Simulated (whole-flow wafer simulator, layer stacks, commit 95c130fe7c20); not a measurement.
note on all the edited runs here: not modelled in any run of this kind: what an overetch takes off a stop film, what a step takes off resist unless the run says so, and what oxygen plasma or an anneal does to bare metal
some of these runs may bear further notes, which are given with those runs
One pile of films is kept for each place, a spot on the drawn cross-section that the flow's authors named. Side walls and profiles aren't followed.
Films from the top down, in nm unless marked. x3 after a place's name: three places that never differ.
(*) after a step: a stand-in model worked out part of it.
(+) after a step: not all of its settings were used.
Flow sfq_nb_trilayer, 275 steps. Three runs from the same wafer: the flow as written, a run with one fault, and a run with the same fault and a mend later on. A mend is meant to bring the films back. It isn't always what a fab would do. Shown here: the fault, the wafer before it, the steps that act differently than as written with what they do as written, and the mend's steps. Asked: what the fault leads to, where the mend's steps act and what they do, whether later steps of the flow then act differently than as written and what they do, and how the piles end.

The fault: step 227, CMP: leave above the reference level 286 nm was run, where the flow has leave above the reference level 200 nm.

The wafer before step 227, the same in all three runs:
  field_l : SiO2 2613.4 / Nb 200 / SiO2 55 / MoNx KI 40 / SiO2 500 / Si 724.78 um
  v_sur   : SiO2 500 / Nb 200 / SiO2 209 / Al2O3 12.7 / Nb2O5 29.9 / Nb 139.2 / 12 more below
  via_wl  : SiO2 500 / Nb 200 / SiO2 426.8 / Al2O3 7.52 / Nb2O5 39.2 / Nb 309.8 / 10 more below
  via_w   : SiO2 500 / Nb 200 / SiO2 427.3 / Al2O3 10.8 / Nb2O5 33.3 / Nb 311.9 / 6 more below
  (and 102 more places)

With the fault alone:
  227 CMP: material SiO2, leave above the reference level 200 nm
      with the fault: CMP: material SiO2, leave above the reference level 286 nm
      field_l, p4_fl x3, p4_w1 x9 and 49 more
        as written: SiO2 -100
        with the fault: SiO2 -14
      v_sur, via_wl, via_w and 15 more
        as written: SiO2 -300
        with the fault: SiO2 -214
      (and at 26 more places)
  Later steps of the flow that act differently than as written (4 more steps differ only slightly, by at most 2% or 0.5 nm, whichever is larger, and aren't shown):
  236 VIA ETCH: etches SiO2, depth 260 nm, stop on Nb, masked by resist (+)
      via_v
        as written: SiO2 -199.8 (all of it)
        with the fault: SiO2 -260
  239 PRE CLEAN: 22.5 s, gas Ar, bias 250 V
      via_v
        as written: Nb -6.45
        with the fault: SiO2 -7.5
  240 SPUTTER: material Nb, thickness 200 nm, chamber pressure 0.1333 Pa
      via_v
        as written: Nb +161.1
        with the fault: Nb +146.9 (new film)
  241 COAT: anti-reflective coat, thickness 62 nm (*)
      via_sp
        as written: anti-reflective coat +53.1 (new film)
        with the fault: anti-reflective coat +50 (new film)
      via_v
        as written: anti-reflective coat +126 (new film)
        with the fault: anti-reflective coat +129.5 (new film)
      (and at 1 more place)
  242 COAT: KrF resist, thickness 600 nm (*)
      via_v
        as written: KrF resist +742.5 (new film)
        with the fault: KrF resist +801.5 (new film)
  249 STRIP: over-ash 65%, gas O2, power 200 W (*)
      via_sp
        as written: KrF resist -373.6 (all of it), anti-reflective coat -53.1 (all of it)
        with the fault: KrF resist -369.5 (all of it), anti-reflective coat -50 (all of it)
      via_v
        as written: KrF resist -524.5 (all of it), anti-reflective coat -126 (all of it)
        with the fault: KrF resist -583.4 (all of it), anti-reflective coat -129.5 (all of it)
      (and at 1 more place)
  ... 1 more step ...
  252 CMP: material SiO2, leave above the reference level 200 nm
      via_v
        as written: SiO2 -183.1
        with the fault: SiO2 -157.1
  At the end the piles differ from the flow's by more than 2% or 0.5 nm, whichever is larger, at field_l, v_sur, via_wl and 103 more.
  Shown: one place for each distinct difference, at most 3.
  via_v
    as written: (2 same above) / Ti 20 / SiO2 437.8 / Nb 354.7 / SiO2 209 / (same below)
    with the fault: (2 same above) / Ti 20 / SiO2 513.3 / Nb 146.9 / SiO2 18.3 / Nb 200 / SiO2 209 / (same below)
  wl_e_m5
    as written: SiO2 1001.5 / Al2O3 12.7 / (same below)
    with the fault: SiO2 1087.5 / Al2O3 12.7 / (same below)
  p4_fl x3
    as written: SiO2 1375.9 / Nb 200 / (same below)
    with the fault: SiO2 1461.9 / Nb 200 / (same below)

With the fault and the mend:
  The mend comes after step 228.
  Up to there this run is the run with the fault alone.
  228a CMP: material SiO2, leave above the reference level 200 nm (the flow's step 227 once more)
      field_l, v_sur, via_wl and 103 more
        SiO2 -86
  No later step of the flow acts differently than as written at any place that is followed.
  At the end the piles are the same as the flow's at every place that both follow.
